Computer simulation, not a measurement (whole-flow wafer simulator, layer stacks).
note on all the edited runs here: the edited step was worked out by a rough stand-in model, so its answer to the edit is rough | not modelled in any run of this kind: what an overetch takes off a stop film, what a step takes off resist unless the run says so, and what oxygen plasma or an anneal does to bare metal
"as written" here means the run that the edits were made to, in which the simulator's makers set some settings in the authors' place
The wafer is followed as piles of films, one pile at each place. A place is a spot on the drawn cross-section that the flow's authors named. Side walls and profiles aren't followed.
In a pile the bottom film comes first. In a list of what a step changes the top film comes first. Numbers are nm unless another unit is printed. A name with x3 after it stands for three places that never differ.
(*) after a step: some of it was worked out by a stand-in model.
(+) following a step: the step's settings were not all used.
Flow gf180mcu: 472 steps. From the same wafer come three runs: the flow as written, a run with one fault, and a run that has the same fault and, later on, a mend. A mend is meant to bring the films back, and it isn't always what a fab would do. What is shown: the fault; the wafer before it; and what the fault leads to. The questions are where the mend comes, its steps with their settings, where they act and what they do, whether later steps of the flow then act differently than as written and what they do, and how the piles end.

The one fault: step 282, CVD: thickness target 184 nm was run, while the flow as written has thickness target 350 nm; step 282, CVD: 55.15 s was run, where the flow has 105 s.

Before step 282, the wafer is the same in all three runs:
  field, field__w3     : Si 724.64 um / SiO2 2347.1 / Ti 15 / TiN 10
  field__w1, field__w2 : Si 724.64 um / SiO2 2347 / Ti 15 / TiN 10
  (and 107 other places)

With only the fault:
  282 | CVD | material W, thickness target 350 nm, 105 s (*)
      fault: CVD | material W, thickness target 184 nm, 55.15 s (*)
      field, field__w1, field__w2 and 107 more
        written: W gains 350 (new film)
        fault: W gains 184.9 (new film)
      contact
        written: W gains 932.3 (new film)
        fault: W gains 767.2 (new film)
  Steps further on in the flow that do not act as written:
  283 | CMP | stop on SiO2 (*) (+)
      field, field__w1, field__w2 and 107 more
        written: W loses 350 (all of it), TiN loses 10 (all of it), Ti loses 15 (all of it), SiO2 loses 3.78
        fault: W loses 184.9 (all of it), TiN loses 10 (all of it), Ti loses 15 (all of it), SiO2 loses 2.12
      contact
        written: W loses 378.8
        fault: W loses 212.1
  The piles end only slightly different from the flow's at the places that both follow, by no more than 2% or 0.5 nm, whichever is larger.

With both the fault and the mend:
  The mend follows step 282.
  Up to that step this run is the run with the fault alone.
  282a | CVD | material W, thickness target 166 nm, 49.82 s (a further turn of the flow's step 282, with different settings)
      field, field__w1, field__w2 and 108 more
        W gains 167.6
  Every later step of the flow that is run acts as written, at every place that is followed, to within 2% or 0.5 nm, whichever is larger.
  The piles end only slightly different from the flow's at the places that both follow, by no more than 2% or 0.5 nm, whichever is larger.
